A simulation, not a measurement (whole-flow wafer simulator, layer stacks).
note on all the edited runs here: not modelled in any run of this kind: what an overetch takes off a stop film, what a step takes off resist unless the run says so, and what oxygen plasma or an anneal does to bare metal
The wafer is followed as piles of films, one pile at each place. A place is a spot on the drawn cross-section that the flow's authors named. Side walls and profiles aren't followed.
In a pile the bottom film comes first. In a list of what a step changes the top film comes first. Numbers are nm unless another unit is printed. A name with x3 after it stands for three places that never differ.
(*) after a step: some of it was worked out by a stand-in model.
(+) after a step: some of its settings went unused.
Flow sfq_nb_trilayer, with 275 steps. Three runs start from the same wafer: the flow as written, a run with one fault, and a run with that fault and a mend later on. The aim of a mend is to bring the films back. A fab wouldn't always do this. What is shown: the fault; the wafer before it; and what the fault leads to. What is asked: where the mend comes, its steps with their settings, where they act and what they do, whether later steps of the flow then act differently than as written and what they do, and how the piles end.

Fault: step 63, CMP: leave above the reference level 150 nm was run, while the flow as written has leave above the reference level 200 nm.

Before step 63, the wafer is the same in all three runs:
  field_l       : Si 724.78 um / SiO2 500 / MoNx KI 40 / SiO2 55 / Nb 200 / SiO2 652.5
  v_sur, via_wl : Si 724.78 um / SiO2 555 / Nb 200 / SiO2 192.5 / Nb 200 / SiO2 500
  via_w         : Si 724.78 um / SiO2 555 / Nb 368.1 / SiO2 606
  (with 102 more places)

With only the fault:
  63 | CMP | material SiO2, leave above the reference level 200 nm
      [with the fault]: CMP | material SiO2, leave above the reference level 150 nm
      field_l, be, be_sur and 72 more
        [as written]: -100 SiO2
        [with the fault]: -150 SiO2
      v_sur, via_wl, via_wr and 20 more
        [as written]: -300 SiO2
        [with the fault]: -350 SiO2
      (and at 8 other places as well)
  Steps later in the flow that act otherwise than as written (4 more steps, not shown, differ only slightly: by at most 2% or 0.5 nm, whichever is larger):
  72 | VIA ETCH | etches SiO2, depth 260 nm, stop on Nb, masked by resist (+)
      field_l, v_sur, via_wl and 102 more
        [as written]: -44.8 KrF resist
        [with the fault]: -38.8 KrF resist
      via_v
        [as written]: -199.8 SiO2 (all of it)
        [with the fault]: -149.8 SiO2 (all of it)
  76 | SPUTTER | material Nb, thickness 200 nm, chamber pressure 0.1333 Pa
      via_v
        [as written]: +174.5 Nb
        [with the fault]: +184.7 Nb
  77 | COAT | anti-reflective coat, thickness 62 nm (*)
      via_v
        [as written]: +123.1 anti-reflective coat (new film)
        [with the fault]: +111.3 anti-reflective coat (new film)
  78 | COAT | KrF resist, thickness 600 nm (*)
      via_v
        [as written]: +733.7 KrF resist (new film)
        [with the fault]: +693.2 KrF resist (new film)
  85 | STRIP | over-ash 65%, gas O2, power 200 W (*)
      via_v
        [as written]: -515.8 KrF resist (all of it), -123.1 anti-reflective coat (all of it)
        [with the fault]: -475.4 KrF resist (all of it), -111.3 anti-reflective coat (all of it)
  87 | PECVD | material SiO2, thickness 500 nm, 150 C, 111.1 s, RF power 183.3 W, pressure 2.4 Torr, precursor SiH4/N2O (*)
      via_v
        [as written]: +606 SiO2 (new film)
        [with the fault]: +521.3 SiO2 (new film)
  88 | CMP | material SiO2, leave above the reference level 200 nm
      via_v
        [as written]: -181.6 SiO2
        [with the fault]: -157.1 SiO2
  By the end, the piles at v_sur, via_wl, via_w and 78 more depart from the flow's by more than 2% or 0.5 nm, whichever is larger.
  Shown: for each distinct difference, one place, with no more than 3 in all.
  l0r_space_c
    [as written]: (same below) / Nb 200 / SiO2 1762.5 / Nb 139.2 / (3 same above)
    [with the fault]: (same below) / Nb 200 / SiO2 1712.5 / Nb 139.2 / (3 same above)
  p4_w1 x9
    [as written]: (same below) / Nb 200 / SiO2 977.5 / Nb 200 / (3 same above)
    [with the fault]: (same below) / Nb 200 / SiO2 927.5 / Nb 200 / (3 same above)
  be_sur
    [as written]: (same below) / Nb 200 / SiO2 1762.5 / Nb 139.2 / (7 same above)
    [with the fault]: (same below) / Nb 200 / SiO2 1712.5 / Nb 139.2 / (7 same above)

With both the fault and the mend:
  The mend follows step 70.
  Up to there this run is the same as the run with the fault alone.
  70a | STRIP | over-ash 65%, gas O2, power 200 W (*)
      field_l, v_sur, via_wl and 102 more
        -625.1 KrF resist (all of it), -62 anti-reflective coat (all of it)
      via_v
        -62 anti-reflective coat (all of it)
  70b | PECVD | material SiO2, thickness 50 nm, 150 C, 11.11 s, RF power 183.3 W, pressure 2.4 Torr, precursor SiH4/N2O (the flow's step 62 again, with other settings)
      field_l, v_sur, via_wl and 103 more
        +50 SiO2
  70c | COAT | anti-reflective coat, thickness 62 nm (the flow's step 65 again)
      field_l, v_sur, via_wl and 103 more
        +62 anti-reflective coat (new film)
  70d | COAT | KrF resist, thickness 650 nm (the flow's step 66 again)
      field_l, v_sur, via_wl and 103 more
        +650 KrF resist (new film)
  70e | SOFTBAKE | KrF resist (the flow's step 67 again)
      alters no film at any place that is followed
  70f | EXPOSE | photomask I1, dose 11.91 mJ/cm2, NA 0.6, wavelength 248 nm (*) (the flow's step 68 again)
      alters no film at any place that is followed
  70g | PEB | KrF resist, 90 s (the flow's step 69 again)
      field_l, v_sur, via_wl and 103 more
        -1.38 KrF resist
  70h | DEVELOP | KrF resist, thickness 650 nm, 60 s (the flow's step 70 again)
      field_l, v_sur, via_wl and 102 more
        -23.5 KrF resist
      via_v
        -648.6 KrF resist (all of it)
  Every later step of the flow that is run acts as written, at every place that is followed, to within 2% or 0.5 nm, whichever is larger.
  When the end is reached, the piles differ only a little from the flow's at the places that both follow, at most by 2% or 0.5 nm, whichever is larger.
